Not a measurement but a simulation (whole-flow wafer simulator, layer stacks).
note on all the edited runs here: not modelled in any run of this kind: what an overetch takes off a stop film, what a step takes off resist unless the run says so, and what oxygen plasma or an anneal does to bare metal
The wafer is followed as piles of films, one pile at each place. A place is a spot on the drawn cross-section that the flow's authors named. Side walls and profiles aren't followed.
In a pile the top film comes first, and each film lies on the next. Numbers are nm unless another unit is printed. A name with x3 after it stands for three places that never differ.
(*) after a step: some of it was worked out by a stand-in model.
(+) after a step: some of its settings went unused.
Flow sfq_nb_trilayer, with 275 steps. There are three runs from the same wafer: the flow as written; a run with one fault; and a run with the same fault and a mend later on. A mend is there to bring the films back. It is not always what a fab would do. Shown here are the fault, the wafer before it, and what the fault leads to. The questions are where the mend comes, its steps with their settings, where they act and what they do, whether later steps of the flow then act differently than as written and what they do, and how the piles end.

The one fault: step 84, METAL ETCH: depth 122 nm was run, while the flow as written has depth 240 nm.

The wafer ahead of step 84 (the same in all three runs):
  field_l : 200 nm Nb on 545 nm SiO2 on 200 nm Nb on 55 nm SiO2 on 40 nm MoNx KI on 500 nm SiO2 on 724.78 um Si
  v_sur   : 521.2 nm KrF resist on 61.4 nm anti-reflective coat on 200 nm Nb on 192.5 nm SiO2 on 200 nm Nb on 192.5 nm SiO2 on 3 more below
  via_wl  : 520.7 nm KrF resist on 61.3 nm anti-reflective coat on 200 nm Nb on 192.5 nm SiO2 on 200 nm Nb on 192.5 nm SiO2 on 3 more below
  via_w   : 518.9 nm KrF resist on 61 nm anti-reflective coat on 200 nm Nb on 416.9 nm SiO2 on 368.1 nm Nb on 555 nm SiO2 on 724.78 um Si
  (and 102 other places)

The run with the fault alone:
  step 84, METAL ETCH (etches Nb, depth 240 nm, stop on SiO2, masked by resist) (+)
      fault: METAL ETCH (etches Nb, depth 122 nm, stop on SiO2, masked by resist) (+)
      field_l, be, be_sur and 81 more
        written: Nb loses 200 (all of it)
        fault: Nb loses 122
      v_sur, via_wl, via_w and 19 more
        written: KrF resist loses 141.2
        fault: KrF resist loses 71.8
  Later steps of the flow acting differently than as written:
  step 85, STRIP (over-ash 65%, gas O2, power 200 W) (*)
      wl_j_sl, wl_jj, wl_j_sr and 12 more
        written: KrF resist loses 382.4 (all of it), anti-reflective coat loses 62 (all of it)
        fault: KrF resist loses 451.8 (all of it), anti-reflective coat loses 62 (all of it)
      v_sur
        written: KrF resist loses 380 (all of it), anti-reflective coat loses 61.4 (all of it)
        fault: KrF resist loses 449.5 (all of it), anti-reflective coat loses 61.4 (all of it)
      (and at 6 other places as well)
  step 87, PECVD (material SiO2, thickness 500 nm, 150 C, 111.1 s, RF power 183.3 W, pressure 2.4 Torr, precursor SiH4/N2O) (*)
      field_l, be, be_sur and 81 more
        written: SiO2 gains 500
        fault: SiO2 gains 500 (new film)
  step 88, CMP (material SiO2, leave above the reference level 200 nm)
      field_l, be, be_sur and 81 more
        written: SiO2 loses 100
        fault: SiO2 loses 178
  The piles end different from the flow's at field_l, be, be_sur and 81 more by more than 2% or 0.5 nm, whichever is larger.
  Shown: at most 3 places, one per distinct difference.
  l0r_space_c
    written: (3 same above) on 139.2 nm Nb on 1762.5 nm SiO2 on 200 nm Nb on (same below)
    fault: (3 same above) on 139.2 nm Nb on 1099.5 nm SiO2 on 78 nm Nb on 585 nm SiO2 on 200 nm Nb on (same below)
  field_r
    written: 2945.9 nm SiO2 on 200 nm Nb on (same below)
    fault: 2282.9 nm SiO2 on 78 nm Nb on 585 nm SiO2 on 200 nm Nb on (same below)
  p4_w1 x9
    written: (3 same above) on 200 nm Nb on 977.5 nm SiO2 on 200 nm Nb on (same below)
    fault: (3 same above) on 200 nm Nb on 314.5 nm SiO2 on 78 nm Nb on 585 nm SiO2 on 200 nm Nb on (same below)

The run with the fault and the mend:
  The mend stands after step 84.
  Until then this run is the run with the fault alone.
  step 84a, METAL ETCH (etches Nb, depth 118 nm, stop on SiO2, masked by resist) (+) (the flow's step 84 again, with other settings)
      field_l, be, be_sur and 81 more
        Nb loses 78 (all of it)
      v_sur, via_wl, via_w and 19 more
        KrF resist loses 68.8
  None of the later steps of the flow differs from how it acts as written, at any place that is followed, by more than 2% or 0.5 nm, whichever is larger.
  At every place that both follow, the piles at the end match the flow's.
